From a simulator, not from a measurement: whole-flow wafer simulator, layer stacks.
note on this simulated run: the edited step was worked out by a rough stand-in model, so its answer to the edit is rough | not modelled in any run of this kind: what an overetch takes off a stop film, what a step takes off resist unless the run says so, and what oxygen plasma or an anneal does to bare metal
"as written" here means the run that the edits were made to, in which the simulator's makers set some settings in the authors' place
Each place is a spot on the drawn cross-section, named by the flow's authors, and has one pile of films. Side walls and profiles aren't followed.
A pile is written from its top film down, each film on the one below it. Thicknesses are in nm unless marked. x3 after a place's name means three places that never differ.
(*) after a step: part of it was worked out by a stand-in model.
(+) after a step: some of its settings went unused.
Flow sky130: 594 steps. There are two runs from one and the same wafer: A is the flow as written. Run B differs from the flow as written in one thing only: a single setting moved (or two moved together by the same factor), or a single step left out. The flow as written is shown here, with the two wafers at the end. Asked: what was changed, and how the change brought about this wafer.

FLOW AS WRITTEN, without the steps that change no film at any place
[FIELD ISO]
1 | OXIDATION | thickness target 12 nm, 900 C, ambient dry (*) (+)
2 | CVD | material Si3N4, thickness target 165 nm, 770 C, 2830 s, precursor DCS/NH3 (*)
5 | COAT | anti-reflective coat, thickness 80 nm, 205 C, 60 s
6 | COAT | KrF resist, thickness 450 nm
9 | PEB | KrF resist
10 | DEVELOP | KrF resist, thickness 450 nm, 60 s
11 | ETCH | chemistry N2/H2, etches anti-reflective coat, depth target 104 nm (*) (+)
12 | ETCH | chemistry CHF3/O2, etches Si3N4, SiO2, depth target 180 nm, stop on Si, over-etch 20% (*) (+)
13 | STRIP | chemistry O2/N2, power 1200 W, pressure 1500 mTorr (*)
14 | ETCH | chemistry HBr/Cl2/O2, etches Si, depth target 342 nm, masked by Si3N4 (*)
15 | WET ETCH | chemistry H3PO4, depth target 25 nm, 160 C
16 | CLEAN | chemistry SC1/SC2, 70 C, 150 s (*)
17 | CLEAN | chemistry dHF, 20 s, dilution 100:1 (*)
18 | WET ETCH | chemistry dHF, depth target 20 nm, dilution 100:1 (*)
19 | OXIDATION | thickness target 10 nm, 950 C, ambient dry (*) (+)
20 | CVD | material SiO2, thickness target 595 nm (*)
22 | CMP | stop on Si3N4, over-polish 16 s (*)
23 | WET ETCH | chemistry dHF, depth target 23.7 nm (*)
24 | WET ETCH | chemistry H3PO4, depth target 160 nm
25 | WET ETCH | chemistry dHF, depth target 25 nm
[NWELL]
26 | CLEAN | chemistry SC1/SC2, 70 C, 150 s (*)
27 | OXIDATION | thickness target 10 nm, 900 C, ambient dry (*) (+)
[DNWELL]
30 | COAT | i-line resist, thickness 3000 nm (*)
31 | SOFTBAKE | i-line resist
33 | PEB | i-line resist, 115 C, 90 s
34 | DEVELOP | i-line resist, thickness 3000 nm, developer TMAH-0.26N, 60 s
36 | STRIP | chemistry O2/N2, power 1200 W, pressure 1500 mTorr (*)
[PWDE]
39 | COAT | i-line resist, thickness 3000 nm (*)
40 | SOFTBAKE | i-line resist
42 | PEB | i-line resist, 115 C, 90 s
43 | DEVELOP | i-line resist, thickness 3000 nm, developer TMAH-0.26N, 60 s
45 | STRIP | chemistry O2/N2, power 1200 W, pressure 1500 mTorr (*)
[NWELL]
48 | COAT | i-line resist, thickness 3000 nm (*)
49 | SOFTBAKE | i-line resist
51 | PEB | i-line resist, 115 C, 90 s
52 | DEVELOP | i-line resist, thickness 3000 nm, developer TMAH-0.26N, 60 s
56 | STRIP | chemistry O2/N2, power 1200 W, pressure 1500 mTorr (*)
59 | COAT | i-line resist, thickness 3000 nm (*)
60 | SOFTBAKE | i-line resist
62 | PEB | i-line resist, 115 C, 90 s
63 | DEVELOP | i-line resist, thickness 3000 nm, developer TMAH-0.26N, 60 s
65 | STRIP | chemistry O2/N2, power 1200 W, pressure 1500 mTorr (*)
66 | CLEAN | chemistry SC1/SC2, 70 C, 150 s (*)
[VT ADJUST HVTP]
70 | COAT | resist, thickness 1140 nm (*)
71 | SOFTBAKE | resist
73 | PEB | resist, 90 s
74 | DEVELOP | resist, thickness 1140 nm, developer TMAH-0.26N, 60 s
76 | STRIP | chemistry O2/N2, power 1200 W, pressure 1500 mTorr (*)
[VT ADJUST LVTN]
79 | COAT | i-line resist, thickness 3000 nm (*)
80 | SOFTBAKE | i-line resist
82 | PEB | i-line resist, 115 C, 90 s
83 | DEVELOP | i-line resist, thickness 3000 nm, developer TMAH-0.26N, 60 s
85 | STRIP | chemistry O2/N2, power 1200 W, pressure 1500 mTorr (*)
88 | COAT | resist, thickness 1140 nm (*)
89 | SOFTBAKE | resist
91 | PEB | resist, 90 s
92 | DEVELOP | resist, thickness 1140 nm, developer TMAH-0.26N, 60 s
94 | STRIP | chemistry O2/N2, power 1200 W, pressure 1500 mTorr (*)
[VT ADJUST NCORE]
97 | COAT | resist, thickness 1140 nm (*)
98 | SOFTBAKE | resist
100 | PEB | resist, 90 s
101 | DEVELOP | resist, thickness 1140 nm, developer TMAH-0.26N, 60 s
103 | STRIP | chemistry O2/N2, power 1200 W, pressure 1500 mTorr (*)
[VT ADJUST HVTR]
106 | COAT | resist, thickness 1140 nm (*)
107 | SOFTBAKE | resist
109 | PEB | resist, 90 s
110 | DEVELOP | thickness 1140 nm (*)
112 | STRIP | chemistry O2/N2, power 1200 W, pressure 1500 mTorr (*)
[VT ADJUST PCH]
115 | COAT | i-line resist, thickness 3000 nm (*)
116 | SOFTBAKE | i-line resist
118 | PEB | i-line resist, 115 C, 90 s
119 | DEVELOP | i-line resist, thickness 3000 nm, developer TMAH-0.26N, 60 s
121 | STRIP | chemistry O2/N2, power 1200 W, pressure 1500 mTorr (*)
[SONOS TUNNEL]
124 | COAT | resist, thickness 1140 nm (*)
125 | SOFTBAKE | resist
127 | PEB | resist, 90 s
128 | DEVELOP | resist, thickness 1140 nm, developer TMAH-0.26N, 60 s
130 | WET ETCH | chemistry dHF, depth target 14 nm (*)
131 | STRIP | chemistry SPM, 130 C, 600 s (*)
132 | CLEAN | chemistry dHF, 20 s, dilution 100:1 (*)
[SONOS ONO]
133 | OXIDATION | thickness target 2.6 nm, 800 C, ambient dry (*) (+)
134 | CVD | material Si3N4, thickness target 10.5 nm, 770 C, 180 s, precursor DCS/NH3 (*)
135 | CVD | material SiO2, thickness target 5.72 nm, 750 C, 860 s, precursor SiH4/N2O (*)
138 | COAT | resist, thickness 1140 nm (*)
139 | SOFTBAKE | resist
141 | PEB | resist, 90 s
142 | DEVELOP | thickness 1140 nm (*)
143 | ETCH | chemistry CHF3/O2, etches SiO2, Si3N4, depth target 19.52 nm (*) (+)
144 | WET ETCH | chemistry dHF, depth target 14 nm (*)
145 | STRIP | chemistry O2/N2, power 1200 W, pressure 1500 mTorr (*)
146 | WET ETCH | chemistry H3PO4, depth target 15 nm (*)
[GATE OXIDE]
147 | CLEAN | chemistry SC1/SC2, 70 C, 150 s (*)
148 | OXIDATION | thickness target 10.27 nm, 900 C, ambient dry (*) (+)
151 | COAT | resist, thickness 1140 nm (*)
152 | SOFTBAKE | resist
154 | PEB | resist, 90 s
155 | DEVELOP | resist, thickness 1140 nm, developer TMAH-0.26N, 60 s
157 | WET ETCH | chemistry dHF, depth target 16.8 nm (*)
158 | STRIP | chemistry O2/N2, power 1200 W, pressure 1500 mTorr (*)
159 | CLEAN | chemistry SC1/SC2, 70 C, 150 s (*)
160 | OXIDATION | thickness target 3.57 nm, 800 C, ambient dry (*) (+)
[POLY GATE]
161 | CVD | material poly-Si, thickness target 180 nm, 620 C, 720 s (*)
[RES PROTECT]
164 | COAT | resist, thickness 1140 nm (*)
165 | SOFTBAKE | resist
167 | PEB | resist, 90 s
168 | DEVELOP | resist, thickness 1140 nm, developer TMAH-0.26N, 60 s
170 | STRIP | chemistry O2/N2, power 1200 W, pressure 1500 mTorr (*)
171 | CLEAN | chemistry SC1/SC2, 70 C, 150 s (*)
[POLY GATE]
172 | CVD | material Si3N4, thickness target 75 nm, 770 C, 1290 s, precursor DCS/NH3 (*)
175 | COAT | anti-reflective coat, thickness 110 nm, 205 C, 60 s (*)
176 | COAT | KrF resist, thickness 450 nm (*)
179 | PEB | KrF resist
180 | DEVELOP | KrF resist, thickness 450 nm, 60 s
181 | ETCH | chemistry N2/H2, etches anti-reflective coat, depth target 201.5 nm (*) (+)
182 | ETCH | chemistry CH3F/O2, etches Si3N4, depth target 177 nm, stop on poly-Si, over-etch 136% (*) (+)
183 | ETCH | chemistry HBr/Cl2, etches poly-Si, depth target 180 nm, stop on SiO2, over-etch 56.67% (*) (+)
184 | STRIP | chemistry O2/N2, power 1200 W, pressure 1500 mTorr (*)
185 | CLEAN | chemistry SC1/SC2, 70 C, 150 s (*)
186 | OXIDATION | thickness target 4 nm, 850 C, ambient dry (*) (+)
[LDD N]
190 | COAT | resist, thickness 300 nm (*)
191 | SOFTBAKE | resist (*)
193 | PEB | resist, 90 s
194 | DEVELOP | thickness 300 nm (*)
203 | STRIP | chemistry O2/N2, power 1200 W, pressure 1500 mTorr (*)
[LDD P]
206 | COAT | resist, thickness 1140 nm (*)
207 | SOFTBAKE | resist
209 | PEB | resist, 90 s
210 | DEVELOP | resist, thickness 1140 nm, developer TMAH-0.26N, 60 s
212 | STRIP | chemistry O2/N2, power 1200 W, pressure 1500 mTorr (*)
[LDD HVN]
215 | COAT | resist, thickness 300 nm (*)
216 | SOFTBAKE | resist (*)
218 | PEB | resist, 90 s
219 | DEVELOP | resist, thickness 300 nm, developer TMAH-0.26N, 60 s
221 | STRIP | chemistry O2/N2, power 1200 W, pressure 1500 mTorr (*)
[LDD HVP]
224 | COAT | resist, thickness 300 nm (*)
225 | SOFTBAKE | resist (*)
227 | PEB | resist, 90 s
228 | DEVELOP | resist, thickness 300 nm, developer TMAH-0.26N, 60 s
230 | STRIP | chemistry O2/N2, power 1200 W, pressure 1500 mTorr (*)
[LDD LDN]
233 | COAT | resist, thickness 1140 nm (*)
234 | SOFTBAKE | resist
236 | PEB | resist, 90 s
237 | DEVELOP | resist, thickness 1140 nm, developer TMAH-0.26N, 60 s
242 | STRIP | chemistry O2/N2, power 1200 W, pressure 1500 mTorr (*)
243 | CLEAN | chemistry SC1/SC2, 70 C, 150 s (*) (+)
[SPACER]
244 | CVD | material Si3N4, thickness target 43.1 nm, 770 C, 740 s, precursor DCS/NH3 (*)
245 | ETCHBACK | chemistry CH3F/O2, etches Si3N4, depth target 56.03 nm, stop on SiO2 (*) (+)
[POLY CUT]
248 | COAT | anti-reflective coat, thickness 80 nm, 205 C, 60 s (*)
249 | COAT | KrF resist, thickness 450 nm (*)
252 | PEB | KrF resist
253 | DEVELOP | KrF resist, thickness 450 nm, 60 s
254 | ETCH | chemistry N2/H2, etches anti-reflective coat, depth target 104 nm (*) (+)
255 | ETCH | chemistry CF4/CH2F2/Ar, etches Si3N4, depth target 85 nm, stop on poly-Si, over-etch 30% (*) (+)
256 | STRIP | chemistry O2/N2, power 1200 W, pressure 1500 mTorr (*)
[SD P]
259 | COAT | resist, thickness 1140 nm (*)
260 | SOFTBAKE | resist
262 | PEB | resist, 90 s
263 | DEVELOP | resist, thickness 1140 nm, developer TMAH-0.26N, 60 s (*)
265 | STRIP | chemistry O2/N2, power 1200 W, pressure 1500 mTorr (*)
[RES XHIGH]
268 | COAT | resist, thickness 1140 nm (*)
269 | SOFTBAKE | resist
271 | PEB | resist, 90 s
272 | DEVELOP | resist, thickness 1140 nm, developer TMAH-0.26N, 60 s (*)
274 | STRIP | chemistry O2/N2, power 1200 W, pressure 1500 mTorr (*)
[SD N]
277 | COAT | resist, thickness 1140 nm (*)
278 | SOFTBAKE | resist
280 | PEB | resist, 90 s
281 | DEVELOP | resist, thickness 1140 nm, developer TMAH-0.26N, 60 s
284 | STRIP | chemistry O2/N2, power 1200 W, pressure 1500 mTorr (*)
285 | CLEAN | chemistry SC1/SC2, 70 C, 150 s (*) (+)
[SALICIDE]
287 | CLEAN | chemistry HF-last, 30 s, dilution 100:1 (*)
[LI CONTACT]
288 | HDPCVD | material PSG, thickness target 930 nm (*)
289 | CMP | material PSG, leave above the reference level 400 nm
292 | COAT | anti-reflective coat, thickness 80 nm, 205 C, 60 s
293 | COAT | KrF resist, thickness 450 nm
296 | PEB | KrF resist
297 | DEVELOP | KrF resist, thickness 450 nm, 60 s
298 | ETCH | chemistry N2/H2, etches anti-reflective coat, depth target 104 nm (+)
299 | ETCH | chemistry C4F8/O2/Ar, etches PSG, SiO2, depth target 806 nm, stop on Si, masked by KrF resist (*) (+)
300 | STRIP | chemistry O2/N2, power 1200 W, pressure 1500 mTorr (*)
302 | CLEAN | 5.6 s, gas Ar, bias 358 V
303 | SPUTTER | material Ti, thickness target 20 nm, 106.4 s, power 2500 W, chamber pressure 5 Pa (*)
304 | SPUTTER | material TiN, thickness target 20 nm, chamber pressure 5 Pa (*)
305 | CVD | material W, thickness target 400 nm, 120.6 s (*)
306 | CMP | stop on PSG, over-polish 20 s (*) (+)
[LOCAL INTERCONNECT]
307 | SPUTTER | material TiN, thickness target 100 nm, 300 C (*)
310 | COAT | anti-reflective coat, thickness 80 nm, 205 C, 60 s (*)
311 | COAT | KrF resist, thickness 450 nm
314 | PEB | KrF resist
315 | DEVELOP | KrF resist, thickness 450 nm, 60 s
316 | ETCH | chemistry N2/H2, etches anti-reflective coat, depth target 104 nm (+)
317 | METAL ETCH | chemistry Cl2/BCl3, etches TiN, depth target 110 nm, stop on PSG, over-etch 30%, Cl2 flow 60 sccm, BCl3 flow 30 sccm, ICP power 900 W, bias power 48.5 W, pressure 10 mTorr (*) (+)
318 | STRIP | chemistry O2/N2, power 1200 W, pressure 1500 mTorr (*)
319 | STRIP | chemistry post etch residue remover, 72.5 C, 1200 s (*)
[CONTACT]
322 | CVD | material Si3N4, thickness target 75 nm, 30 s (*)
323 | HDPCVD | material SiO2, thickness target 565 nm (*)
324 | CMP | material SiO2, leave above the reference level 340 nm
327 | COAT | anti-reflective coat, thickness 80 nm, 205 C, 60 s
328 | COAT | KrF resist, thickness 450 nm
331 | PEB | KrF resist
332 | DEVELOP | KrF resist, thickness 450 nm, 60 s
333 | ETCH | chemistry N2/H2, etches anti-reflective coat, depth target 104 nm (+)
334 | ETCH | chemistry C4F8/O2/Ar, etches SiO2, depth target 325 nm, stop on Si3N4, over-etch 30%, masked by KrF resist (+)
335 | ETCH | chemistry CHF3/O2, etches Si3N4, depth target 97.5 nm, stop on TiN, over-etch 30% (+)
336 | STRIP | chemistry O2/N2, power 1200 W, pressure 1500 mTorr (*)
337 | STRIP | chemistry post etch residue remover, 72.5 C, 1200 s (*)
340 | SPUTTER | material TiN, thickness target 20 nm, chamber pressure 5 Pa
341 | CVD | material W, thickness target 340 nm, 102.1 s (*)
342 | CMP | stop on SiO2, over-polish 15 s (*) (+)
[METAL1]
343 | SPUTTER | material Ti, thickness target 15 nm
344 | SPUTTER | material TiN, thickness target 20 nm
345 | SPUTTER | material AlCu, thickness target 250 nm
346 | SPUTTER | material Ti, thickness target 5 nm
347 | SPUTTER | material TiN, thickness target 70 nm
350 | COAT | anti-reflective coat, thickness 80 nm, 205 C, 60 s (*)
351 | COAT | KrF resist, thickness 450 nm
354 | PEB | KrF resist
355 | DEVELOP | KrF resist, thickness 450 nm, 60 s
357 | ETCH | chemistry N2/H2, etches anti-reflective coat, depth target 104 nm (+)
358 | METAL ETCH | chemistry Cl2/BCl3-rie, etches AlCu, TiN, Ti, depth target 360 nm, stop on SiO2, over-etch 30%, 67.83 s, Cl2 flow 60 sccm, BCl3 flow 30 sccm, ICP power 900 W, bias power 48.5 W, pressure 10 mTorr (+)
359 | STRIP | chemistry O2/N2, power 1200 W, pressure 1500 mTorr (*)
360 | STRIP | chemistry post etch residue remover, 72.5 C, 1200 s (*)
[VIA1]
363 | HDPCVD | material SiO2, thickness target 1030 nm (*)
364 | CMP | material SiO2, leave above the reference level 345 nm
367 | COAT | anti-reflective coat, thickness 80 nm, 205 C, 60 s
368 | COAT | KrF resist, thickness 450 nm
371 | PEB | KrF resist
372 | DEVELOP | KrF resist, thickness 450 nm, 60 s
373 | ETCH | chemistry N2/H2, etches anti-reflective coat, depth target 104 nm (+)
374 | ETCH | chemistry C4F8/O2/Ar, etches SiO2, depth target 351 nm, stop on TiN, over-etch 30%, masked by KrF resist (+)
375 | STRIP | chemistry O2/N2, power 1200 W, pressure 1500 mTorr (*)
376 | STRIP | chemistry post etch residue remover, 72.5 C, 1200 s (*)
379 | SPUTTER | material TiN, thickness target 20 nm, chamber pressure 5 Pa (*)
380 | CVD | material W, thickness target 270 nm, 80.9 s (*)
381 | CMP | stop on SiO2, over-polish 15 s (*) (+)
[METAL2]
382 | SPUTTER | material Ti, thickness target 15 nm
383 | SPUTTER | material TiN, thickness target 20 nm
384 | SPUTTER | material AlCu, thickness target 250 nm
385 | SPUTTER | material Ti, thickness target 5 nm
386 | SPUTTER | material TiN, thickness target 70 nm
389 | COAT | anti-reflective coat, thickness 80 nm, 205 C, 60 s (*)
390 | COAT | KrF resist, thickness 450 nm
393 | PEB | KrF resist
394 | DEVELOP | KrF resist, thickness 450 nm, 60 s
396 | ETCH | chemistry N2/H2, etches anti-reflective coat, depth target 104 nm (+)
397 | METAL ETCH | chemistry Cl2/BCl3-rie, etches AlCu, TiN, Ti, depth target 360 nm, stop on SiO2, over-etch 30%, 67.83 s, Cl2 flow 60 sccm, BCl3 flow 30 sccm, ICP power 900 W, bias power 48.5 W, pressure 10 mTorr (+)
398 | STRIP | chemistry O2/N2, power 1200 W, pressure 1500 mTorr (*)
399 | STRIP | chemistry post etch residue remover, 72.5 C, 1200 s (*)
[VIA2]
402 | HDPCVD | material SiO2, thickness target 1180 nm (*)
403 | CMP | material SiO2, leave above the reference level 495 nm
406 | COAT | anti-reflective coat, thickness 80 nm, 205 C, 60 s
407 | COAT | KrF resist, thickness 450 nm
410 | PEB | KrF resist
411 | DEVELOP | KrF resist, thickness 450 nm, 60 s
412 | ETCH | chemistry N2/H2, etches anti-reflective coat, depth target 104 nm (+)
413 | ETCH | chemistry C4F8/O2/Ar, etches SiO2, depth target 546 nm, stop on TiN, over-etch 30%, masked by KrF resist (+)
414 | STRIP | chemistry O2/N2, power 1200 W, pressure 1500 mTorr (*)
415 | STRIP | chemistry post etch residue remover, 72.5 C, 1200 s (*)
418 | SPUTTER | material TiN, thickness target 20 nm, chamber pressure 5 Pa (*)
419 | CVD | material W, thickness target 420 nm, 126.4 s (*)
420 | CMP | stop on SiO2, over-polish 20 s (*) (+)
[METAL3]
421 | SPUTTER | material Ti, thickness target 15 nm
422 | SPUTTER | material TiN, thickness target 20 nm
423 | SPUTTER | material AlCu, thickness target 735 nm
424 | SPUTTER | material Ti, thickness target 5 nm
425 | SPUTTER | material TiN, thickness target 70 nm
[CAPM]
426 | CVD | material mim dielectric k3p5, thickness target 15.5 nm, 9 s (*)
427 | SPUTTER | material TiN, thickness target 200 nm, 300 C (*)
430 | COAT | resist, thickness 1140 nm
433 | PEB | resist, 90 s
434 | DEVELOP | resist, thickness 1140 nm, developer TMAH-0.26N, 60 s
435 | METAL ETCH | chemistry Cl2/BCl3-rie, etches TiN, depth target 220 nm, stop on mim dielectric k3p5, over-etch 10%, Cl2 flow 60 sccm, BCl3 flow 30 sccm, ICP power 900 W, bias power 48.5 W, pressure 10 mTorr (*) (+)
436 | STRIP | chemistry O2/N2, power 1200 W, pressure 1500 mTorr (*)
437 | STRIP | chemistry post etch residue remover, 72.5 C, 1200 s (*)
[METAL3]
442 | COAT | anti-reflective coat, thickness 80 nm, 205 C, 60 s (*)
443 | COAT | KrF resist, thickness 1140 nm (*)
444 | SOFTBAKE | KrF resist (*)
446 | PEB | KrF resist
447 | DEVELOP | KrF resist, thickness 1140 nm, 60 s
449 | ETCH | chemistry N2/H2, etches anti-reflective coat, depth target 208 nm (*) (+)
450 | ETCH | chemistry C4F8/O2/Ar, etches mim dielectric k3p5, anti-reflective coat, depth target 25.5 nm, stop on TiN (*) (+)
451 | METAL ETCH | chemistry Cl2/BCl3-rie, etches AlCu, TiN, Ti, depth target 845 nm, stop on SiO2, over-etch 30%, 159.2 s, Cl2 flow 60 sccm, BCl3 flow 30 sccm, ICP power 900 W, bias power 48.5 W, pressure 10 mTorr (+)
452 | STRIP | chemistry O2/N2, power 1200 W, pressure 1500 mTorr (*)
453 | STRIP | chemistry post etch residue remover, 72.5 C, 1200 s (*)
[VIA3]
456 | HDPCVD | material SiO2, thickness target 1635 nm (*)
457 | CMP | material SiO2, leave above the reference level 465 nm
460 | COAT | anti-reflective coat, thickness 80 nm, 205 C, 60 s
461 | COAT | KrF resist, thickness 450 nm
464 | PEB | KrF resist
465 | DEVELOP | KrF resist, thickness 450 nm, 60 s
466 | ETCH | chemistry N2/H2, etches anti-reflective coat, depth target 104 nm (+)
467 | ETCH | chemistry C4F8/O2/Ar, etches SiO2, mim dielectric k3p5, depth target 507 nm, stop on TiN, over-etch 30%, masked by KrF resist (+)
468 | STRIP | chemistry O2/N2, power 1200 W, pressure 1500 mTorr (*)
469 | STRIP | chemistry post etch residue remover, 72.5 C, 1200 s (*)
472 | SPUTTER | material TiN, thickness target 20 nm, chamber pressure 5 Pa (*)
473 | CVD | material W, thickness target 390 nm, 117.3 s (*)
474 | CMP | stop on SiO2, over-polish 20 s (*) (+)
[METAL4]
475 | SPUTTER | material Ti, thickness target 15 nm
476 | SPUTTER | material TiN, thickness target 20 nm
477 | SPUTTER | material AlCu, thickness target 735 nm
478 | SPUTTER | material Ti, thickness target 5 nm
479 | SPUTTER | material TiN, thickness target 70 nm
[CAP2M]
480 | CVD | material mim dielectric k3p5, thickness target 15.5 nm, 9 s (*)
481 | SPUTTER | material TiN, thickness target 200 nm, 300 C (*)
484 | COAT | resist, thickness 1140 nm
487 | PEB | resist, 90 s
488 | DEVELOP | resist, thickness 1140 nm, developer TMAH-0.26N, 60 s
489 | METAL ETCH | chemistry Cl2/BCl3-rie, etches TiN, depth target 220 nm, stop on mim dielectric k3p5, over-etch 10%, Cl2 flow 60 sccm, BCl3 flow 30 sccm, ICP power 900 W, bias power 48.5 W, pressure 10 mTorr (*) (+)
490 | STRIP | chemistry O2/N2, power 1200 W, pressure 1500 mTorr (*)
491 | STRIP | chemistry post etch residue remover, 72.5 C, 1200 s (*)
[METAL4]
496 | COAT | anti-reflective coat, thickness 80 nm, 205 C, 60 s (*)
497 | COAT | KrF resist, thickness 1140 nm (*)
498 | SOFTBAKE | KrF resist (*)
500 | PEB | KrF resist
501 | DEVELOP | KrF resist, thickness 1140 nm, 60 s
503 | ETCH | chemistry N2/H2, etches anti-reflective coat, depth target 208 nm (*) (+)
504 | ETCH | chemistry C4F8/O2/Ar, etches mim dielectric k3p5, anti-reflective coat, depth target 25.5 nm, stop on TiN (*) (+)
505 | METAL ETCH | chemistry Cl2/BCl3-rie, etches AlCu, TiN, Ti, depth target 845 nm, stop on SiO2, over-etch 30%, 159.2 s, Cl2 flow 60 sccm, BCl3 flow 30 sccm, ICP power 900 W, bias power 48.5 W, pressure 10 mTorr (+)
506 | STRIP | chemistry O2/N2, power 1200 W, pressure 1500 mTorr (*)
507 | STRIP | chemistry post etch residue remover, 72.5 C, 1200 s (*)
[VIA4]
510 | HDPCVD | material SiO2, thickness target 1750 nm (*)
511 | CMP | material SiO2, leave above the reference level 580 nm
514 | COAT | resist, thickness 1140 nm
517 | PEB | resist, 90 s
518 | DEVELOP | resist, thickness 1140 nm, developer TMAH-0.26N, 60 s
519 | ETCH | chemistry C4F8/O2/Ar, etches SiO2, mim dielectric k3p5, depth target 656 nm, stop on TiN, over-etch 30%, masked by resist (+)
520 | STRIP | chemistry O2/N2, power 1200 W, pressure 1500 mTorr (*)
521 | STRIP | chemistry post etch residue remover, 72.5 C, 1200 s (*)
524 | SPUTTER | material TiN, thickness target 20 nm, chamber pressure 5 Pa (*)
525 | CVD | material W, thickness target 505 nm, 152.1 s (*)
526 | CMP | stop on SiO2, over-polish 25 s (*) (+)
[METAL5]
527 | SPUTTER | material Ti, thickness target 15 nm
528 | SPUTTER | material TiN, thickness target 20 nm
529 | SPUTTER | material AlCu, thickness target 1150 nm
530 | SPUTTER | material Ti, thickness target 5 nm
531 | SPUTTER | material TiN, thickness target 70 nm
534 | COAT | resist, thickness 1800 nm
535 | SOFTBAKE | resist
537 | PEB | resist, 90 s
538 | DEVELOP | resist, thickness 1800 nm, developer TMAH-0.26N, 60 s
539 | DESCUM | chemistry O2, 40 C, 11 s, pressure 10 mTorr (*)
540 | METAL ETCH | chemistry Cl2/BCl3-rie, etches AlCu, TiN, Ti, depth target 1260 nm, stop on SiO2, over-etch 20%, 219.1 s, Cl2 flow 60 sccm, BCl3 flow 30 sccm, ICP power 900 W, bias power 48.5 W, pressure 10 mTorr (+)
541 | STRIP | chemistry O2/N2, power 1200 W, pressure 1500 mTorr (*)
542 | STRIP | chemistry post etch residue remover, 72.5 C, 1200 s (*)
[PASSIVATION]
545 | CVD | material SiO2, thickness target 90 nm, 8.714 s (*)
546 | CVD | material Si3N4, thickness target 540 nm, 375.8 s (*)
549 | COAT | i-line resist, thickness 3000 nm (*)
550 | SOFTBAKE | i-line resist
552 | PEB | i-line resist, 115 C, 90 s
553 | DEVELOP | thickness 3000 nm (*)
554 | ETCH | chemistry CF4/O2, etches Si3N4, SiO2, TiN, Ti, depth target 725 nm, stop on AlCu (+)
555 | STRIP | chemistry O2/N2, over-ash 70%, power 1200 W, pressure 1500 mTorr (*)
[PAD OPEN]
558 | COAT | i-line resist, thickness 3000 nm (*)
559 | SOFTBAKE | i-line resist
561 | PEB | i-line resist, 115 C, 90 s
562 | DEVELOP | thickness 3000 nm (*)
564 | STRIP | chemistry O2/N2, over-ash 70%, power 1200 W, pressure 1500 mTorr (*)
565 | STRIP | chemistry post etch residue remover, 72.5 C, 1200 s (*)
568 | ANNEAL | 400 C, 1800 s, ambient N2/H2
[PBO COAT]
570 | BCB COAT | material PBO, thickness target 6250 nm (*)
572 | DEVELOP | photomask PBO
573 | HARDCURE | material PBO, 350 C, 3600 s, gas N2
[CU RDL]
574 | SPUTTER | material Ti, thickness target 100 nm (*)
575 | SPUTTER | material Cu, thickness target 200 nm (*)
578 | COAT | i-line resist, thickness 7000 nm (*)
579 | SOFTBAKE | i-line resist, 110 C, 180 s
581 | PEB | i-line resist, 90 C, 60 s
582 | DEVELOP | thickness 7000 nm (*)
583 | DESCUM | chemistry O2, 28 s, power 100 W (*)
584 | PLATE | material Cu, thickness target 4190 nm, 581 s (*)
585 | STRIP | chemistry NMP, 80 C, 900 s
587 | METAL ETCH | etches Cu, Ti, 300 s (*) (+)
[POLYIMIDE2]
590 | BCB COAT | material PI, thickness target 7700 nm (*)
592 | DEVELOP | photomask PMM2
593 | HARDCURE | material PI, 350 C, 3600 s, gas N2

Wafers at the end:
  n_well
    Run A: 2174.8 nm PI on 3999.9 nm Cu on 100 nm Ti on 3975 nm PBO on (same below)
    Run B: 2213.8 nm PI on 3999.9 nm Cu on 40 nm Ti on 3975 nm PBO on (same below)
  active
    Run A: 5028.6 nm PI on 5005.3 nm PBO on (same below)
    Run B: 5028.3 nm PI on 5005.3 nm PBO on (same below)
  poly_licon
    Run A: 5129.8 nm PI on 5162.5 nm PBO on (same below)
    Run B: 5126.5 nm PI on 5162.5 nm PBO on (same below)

What caused this: step 574, SPUTTER: thickness target 40 nm was run, whereas the flow has thickness target 100 nm.
One can read it off the wafer: n_well has Ti 40, and step 574 as written asks for 100 nm.

Step by step, how the change led to this:
  574 | SPUTTER | material Ti, thickness target 100 nm (*)
      field, active, n_well and 190 more: A +100 Ti (new film) | B +40 Ti (new film)
  579 | SOFTBAKE | i-line resist, 110 C, 180 s
      hv_encl: A -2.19 i-line resist | B -4.77 i-line resist
  587 | METAL ETCH | etches Cu, Ti, 300 s (*) (+)
      field, active, gate and 167 more: A -200 Cu (all of it), -100 Ti (all of it) | B -200 Cu (all of it), -40 Ti (all of it)
  590 | BCB COAT | material PI, thickness target 7700 nm (*)
      de16_gate_nw: A +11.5 um PI (new film) | B +11.45 um PI (new film)
